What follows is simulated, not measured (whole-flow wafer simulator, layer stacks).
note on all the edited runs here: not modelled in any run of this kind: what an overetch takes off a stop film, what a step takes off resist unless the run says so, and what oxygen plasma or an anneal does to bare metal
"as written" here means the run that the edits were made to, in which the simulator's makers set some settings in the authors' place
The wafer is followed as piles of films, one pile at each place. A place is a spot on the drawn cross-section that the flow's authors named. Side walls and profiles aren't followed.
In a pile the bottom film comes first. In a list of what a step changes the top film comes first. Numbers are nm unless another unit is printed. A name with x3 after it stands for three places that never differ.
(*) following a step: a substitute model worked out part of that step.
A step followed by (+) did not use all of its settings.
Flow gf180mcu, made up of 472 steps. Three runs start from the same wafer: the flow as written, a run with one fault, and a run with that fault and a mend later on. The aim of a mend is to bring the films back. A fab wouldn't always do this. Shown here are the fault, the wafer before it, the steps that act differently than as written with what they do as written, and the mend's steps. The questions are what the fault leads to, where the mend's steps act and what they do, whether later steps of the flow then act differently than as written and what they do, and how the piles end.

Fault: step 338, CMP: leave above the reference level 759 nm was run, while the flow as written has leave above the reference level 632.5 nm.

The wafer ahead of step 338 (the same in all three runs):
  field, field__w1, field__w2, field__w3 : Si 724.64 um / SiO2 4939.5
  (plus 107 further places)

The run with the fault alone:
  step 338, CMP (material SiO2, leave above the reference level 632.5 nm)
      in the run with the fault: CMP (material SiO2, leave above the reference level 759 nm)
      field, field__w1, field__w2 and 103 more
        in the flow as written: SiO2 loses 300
        in the run with the fault: SiO2 loses 173.5
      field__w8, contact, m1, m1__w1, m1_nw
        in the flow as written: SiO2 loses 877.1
        in the run with the fault: SiO2 loses 750.6
  Steps later in the flow that act otherwise than as written (1 other step is not shown; it differs only slightly, by no more than 2% or 0.5 nm, whichever is larger):
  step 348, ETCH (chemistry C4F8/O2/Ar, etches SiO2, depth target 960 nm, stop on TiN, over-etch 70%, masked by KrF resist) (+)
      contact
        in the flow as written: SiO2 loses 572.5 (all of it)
        in the run with the fault: SiO2 loses 699 (all of it)
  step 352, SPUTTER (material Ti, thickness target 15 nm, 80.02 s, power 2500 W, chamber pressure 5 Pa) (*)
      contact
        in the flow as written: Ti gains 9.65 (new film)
        in the run with the fault: Ti gains 8.97 (new film)
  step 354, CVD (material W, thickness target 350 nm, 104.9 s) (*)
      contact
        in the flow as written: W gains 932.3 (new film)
        in the run with the fault: W gains 1059.9 (new film)
  The piles end different from the flow's at field__w4, field__w8, contact, m1, m1__w1, mim, mim_1p0, m1_nw by more than 2% or 0.5 nm, whichever is larger.
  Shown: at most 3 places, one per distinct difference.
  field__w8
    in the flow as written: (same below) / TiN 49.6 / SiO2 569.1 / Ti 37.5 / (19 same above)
    in the run with the fault: (same below) / TiN 49.6 / SiO2 695.6 / Ti 37.5 / (19 same above)
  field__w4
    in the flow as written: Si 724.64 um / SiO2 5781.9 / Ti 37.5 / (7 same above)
    in the run with the fault: Si 724.64 um / SiO2 5908.4 / Ti 37.5 / (7 same above)
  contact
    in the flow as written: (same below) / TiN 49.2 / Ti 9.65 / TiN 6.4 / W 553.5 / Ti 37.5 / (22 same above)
    in the run with the fault: (same below) / TiN 49.2 / Ti 8.97 / TiN 5.95 / W 681.1 / Ti 37.5 / (22 same above)

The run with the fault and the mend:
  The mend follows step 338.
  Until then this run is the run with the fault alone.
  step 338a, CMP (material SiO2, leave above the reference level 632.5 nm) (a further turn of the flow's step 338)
      field, field__w1, field__w2 and 108 more
        SiO2 loses 126.5
  Every later step of the flow that is run acts as written at every place that is followed.
  By the end, the piles equal the flow's at every place that both follow.
